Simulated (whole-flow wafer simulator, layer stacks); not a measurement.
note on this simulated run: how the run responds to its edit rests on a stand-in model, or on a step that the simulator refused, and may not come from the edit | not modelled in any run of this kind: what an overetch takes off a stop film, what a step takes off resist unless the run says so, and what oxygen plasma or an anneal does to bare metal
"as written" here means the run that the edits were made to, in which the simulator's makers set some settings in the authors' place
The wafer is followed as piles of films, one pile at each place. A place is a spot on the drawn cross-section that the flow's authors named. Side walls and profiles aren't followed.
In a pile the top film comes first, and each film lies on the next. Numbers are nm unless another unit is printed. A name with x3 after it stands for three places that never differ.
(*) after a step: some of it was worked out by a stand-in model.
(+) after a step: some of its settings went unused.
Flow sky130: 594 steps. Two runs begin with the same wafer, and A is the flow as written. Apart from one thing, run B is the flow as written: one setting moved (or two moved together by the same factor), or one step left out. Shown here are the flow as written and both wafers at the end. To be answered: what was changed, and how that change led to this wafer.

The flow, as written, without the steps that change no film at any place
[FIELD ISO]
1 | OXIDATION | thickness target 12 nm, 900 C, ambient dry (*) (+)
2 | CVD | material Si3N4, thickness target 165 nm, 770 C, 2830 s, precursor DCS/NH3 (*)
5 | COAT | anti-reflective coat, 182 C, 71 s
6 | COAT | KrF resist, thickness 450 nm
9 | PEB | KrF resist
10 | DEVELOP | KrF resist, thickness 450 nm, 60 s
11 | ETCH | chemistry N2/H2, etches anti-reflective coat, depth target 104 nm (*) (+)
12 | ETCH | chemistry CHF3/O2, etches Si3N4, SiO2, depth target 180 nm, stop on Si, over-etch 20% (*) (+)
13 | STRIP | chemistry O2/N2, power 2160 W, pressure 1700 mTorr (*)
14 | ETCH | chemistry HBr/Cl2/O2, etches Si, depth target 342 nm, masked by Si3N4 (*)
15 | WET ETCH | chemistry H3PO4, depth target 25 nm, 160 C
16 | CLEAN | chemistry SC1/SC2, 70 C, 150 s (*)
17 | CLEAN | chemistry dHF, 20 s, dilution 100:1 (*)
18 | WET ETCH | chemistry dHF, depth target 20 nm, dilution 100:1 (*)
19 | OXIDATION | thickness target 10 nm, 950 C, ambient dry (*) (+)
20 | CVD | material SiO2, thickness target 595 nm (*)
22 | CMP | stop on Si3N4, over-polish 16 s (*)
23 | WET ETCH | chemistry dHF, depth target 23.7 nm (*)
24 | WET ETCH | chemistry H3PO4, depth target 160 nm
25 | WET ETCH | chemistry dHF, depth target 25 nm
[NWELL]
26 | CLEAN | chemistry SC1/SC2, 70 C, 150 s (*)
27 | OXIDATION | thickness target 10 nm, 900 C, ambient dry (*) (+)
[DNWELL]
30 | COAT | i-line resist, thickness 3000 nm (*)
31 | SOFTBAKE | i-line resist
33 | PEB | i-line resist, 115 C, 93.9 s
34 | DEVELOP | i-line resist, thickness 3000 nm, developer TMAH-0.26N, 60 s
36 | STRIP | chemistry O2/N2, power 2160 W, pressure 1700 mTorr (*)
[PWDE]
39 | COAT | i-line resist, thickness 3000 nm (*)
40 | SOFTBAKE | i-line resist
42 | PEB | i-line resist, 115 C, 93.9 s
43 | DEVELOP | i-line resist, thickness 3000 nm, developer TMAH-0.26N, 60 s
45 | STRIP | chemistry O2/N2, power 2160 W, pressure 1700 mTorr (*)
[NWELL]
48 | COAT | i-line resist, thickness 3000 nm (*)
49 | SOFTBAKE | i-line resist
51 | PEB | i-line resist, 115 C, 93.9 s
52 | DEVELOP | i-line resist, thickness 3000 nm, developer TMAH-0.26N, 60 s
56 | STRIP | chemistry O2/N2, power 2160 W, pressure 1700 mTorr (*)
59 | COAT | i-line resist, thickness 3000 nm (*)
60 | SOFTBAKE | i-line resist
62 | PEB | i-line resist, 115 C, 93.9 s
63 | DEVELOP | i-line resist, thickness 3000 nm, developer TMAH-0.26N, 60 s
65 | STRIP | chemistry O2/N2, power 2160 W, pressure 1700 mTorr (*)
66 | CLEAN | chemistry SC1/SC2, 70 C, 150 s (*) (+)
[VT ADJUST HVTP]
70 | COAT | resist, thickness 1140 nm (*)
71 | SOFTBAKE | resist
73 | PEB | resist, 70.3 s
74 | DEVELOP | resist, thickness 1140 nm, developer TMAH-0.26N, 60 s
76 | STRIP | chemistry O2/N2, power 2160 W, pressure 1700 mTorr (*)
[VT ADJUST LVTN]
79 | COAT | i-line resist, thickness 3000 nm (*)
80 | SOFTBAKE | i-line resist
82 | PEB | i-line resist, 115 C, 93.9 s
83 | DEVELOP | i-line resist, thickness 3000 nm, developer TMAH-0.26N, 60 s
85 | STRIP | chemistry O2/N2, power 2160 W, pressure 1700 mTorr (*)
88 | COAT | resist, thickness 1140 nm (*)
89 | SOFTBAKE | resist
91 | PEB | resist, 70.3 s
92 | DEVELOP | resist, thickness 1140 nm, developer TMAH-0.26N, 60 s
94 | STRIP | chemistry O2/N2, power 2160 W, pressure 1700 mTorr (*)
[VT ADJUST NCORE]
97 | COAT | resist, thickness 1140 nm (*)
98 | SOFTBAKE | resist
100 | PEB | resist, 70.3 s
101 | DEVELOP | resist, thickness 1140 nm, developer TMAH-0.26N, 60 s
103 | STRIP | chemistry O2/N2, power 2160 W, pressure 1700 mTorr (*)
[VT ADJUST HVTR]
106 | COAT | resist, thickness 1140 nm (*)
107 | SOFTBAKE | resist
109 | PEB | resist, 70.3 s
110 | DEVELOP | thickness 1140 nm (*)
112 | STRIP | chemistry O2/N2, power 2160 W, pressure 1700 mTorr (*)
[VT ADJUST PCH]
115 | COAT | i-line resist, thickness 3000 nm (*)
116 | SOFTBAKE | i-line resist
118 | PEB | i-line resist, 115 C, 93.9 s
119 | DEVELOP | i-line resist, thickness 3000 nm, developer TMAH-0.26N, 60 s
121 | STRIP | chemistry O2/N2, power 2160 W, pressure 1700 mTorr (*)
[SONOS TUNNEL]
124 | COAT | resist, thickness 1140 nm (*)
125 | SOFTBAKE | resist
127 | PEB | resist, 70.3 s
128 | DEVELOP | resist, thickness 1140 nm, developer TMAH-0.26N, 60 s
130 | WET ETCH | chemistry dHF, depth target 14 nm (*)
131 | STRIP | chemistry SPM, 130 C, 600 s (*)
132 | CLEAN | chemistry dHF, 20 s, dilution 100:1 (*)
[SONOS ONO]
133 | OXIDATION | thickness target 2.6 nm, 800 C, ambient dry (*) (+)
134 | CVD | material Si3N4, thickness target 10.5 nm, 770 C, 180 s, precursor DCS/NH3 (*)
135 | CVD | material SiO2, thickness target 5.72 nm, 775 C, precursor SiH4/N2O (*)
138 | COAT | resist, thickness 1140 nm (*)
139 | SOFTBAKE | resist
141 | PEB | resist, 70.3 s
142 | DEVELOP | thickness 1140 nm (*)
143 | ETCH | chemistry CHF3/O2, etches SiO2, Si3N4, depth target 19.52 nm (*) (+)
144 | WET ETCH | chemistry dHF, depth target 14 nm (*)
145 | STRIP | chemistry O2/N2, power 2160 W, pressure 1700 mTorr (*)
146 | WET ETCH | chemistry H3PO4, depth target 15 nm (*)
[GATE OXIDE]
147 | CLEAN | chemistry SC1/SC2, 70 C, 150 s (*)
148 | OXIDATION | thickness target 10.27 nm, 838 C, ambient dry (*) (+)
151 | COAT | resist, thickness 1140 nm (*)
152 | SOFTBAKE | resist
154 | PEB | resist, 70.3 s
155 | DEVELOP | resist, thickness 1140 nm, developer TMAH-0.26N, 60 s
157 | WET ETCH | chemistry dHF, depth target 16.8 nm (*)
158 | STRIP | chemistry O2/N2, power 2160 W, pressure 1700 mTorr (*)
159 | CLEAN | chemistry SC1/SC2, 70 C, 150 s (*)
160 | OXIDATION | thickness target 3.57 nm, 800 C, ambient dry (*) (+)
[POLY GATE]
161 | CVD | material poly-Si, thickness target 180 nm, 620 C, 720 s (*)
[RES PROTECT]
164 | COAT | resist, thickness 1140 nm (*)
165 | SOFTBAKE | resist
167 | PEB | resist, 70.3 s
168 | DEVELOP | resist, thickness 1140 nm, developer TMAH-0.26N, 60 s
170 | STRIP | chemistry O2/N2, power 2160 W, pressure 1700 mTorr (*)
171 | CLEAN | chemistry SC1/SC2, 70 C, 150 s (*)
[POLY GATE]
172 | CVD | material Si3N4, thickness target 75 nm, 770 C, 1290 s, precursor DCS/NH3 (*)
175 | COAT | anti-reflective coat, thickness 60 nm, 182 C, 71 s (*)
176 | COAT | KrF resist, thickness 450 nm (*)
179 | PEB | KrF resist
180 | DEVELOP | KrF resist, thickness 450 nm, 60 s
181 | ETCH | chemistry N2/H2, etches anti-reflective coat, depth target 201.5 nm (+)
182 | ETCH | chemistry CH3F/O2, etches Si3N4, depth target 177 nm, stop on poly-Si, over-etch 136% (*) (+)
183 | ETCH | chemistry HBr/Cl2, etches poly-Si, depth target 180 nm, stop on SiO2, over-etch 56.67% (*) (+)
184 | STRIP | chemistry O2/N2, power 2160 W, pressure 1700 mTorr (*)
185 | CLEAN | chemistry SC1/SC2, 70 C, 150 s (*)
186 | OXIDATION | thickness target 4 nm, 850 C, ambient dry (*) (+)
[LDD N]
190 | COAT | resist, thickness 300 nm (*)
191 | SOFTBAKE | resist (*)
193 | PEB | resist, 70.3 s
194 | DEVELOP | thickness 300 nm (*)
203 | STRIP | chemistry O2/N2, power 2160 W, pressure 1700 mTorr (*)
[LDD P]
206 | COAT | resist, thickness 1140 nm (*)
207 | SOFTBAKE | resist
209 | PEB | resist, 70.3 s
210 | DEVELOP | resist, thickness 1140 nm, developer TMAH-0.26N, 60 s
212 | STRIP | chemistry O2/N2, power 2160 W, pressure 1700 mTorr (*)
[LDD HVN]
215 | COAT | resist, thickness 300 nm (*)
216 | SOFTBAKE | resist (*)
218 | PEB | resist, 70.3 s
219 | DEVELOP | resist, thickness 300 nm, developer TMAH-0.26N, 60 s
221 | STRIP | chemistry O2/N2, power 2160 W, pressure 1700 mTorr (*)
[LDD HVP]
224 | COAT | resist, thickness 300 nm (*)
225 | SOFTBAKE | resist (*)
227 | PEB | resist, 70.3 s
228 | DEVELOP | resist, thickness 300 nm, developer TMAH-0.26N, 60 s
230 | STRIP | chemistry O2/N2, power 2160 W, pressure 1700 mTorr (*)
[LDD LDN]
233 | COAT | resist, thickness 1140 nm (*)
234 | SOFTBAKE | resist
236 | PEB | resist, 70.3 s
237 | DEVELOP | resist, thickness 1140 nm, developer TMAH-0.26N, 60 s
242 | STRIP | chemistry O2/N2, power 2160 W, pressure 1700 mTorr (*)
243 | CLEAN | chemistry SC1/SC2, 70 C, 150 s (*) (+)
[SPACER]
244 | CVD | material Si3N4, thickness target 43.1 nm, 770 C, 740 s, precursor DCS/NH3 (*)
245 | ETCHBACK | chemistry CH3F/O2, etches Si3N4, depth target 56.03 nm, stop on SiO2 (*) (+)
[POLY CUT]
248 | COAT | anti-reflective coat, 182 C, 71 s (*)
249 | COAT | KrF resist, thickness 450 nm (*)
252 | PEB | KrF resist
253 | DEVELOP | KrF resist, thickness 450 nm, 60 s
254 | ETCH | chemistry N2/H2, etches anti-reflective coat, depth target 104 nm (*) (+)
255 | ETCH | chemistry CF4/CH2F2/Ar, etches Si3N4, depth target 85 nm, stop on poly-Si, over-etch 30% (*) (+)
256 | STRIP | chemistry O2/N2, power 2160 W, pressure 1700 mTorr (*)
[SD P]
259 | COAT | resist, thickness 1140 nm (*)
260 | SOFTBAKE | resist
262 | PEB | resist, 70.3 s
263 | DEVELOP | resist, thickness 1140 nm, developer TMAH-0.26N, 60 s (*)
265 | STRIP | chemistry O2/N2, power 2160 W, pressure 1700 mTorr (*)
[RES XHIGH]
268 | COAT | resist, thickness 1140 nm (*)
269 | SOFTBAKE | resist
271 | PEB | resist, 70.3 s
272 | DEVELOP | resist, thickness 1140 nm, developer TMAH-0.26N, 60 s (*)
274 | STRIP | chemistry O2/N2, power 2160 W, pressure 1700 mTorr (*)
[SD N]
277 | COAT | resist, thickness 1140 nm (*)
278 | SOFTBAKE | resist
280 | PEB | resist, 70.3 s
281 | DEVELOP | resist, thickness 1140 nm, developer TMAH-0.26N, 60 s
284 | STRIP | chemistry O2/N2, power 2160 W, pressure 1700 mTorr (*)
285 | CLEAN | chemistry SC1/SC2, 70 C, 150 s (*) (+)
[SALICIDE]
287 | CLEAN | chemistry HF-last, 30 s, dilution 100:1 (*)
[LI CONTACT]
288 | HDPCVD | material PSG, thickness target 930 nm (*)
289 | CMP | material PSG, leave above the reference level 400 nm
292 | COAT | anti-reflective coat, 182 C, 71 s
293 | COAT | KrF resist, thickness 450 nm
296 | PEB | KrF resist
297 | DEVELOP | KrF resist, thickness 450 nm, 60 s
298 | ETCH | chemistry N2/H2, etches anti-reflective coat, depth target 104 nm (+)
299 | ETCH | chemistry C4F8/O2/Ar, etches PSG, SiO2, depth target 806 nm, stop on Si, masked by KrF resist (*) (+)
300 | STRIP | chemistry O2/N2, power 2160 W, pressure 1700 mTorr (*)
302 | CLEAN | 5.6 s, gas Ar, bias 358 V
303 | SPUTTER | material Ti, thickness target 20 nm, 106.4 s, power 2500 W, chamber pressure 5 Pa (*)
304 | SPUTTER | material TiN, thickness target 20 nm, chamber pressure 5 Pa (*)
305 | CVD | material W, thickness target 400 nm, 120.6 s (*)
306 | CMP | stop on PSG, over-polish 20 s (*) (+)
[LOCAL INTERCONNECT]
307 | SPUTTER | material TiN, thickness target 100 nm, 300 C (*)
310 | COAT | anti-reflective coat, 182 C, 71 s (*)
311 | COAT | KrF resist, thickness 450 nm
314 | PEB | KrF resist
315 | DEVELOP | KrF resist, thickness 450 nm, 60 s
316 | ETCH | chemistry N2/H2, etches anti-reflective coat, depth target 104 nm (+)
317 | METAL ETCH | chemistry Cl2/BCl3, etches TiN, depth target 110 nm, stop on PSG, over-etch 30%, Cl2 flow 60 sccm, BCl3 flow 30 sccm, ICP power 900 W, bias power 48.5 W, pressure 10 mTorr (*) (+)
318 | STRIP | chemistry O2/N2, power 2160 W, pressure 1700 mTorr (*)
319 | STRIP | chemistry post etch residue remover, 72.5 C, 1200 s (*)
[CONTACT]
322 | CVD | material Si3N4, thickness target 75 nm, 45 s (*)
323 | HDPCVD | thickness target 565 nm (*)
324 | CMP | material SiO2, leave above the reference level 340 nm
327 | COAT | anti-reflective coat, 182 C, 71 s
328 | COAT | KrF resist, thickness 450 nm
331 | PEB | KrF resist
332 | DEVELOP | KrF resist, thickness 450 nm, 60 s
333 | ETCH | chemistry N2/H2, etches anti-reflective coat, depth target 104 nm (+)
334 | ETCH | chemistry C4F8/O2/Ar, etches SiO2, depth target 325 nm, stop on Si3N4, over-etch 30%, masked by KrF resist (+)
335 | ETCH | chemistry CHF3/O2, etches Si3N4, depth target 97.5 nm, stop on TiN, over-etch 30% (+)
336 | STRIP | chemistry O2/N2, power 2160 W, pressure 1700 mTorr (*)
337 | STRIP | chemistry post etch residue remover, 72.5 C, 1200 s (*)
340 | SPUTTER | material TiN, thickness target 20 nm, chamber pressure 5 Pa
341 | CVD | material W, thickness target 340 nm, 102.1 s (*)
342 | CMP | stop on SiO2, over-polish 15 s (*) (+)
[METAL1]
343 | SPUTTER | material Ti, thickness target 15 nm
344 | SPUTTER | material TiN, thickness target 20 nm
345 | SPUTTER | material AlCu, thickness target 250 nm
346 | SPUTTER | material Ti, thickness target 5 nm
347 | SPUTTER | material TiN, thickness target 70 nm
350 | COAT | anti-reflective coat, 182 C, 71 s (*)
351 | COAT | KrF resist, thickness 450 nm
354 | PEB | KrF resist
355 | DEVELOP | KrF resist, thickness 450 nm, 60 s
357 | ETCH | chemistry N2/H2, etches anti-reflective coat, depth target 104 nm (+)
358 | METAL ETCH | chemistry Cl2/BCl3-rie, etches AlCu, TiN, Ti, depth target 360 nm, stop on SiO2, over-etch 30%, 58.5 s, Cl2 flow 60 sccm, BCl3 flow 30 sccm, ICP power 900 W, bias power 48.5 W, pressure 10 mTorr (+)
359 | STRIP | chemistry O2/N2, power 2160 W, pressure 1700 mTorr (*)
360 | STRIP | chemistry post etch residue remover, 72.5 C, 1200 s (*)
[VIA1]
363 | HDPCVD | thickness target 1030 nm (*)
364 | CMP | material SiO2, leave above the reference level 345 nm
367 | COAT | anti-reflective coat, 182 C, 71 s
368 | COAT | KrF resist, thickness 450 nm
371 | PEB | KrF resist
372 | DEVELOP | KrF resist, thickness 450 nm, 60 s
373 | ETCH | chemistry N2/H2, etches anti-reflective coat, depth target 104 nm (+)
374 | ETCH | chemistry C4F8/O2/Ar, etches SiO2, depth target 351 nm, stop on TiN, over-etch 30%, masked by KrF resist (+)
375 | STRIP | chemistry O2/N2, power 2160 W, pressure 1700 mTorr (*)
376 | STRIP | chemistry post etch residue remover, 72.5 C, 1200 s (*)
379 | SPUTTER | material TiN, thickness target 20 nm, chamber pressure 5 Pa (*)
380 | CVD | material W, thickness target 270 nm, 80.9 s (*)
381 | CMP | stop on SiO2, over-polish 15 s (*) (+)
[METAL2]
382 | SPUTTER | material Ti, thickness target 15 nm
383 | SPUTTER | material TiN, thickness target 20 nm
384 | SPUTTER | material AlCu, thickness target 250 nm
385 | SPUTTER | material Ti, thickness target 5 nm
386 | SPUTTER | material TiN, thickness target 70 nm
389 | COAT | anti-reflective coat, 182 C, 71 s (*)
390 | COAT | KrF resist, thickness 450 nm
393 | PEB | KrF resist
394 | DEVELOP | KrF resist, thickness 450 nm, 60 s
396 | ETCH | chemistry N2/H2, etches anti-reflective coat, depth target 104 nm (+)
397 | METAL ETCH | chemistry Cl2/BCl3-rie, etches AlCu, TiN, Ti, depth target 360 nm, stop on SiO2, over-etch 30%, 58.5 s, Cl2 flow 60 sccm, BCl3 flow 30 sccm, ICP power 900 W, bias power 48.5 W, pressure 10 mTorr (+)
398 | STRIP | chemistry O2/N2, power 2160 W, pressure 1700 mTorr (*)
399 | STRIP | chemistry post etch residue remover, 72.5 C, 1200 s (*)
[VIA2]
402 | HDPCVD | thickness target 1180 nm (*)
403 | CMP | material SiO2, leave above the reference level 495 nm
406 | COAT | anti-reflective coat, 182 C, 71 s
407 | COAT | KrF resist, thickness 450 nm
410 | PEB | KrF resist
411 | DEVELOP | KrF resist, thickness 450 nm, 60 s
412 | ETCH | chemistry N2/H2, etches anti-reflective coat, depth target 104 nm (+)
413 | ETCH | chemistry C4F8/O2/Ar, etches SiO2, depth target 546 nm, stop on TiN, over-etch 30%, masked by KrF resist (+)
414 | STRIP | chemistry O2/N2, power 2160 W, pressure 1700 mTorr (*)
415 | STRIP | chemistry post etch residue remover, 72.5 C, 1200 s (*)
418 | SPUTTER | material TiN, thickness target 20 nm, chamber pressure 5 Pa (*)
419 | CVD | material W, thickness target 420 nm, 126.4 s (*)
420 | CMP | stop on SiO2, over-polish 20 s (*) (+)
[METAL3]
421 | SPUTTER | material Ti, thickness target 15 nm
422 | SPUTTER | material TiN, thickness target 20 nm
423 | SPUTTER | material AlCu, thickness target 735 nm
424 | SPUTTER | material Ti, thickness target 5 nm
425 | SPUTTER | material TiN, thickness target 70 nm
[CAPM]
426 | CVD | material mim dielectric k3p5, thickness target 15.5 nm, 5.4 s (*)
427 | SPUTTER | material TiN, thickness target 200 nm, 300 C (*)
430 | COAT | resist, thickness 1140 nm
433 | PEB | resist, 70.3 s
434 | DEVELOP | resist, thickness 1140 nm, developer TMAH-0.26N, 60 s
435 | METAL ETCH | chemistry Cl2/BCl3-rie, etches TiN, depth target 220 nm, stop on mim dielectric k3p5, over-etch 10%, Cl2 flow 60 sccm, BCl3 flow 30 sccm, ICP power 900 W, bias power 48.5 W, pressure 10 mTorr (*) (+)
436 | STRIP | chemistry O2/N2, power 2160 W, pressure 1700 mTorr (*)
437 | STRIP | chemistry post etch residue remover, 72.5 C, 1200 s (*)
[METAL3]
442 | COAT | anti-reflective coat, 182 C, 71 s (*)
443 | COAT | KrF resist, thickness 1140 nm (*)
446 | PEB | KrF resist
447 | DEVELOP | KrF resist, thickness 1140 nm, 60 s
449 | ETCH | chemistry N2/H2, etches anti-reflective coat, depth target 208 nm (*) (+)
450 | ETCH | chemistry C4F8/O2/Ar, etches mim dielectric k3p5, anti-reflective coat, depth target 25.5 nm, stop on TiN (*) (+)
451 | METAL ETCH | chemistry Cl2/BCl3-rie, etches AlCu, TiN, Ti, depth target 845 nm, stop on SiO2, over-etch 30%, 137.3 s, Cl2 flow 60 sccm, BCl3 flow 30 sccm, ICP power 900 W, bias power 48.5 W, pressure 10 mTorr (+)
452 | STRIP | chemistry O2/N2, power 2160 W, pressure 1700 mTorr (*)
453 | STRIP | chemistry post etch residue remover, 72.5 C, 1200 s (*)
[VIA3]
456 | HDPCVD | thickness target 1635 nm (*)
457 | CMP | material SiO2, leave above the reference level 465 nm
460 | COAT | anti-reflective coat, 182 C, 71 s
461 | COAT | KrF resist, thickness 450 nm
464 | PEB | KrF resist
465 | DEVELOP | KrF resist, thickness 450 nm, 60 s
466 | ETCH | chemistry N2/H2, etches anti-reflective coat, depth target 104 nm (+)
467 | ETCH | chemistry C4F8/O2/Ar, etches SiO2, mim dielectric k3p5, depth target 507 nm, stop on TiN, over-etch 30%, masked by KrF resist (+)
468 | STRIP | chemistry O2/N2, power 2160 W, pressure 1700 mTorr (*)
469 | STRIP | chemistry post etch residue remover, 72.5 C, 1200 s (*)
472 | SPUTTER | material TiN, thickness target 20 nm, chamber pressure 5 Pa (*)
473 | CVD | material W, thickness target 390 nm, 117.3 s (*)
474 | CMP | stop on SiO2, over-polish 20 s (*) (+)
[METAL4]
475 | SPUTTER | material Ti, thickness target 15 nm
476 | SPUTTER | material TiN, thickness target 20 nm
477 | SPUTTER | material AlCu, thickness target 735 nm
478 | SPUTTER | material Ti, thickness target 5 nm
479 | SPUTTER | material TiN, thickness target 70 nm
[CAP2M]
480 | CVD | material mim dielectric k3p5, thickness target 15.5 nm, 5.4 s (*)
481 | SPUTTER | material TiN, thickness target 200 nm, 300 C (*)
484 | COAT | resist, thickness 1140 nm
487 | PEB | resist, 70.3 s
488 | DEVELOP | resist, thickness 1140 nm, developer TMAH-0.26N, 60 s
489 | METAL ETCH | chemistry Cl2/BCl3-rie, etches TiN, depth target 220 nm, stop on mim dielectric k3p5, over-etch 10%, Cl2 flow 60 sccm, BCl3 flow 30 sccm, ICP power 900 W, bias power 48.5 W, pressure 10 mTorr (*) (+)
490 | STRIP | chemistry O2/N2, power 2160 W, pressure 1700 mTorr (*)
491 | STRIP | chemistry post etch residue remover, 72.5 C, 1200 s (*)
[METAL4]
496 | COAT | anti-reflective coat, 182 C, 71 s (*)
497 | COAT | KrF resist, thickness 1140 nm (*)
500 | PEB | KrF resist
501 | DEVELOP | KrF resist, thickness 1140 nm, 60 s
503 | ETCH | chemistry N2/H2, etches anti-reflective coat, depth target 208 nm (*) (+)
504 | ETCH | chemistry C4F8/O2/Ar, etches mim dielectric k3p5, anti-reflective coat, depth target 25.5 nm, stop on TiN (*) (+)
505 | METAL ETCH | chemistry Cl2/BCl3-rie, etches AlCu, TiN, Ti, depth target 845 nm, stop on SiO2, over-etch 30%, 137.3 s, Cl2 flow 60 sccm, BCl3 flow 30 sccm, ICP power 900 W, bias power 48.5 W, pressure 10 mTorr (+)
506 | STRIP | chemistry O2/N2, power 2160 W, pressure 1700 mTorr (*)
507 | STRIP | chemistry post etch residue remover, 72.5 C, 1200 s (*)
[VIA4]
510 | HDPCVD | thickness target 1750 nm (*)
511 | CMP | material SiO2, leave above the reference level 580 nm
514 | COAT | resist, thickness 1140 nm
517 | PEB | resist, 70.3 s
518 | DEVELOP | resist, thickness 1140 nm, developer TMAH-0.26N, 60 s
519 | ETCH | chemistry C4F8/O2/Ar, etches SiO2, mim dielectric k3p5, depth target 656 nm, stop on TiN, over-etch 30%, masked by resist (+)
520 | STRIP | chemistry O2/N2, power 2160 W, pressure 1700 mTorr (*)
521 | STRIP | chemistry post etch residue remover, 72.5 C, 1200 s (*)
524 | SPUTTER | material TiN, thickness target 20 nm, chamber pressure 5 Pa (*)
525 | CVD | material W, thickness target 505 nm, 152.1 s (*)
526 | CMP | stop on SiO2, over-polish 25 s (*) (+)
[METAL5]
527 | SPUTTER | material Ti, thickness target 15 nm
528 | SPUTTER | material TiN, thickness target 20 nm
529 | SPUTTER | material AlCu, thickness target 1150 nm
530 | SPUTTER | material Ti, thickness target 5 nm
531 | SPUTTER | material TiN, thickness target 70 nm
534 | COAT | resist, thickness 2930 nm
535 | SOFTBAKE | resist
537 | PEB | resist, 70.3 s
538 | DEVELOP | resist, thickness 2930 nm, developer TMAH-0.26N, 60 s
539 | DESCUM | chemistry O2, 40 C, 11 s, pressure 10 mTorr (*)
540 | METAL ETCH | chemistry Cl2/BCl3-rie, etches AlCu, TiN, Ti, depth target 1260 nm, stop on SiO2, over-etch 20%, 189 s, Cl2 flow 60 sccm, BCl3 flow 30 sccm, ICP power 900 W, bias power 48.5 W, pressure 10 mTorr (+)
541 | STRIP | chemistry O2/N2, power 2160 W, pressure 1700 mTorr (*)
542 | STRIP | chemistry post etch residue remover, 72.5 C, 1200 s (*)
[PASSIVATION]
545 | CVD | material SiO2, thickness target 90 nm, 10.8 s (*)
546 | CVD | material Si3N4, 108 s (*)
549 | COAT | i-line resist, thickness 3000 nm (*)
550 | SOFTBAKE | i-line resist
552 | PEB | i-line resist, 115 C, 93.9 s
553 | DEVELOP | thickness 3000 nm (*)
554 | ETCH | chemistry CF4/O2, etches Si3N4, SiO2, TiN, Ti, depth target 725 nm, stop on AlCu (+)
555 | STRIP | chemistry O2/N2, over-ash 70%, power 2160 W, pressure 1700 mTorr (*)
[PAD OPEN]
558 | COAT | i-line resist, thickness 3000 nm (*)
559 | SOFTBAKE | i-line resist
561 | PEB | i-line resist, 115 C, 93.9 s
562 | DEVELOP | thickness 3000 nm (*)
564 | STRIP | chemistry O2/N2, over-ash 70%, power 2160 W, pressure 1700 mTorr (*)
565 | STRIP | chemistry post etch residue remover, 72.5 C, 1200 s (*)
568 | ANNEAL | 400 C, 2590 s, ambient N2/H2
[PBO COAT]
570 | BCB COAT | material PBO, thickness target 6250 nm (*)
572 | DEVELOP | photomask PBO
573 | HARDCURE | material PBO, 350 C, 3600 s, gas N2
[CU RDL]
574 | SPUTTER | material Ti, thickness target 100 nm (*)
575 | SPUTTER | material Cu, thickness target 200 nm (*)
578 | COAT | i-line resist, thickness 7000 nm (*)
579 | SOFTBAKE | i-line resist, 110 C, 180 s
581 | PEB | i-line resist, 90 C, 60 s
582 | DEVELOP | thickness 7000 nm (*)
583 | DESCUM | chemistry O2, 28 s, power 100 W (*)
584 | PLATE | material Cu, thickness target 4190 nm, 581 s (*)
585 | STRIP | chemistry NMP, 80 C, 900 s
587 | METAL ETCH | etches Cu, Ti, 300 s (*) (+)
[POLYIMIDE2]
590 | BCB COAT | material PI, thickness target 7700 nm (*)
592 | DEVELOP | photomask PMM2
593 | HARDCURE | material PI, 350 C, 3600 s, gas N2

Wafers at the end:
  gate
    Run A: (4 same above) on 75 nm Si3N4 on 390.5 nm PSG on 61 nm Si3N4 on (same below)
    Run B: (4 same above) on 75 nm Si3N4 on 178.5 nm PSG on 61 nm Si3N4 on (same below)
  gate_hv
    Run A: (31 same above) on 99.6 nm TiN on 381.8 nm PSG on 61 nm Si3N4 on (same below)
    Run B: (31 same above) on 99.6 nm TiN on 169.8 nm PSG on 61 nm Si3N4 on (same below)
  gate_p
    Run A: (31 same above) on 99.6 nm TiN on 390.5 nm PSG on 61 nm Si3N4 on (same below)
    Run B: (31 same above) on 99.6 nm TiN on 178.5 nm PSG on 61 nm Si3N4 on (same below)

Cause: step 289, CMP: leave above the reference level 188 nm was run, though the flow has leave above the reference level 400 nm.

How this came from the change, step by step:
  289 | CMP | material PSG, leave above the reference level 400 nm
      gate, spacer, gate_p and 34 more: A -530 PSG | B -742 PSG
      mim, vpp_sp, vpp_ln and 30 more: A -333.9 PSG | B -545.9 PSG
      (as well as at 122 more places)
  299 | ETCH | chemistry C4F8/O2/Ar, etches PSG, SiO2, depth target 806 nm, stop on Si, masked by KrF resist (*) (+)
      field, active, n_well and 184 more: A -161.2 KrF resist | B -129.8 KrF resist
      contact, ndiff_licon, ndiff_licon_cpp: A -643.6 PSG (all of it), -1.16 SiO2 (all of it) | B -431.6 PSG (all of it), -1.16 SiO2 (all of it)
      (as well as at 2 more places)
  300 | STRIP | chemistry O2/N2, power 2160 W, pressure 1700 mTorr (*)
      field, active, n_well and 184 more: A -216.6 KrF resist (all of it), -80 anti-reflective coat (all of it) | B -248 KrF resist (all of it), -80 anti-reflective coat (all of it)
  303 | SPUTTER | material Ti, thickness target 20 nm, 106.4 s, power 2500 W, chamber pressure 5 Pa (*)
      ndiff_licon: A +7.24 Ti (new film) | B +10.1 Ti (new film)
      ndiff_licon_cpp: A +6.53 Ti (new film) | B +9.1 Ti (new film)
      (as well as at 1 more place)
  304 | SPUTTER | material TiN, thickness target 20 nm, chamber pressure 5 Pa (*)
      ndiff_licon: A +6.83 TiN (new film) | B +9.66 TiN (new film)
      ndiff_licon_cpp: A +6.17 TiN (new film) | B +8.73 TiN (new film)
      (as well as at 1 more place)
  305 | CVD | material W, thickness target 400 nm, 120.6 s (*)
      ndiff_licon: A +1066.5 W (new film) | B +848.9 W (new film)
      ndiff_licon_cpp: A +1067.9 W (new film) | B +850.8 W (new film)
      (as well as at 1 more place)
  306 | CMP | stop on PSG, over-polish 20 s (*) (+)
      poly_licon: A -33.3 W | B -245.3 W
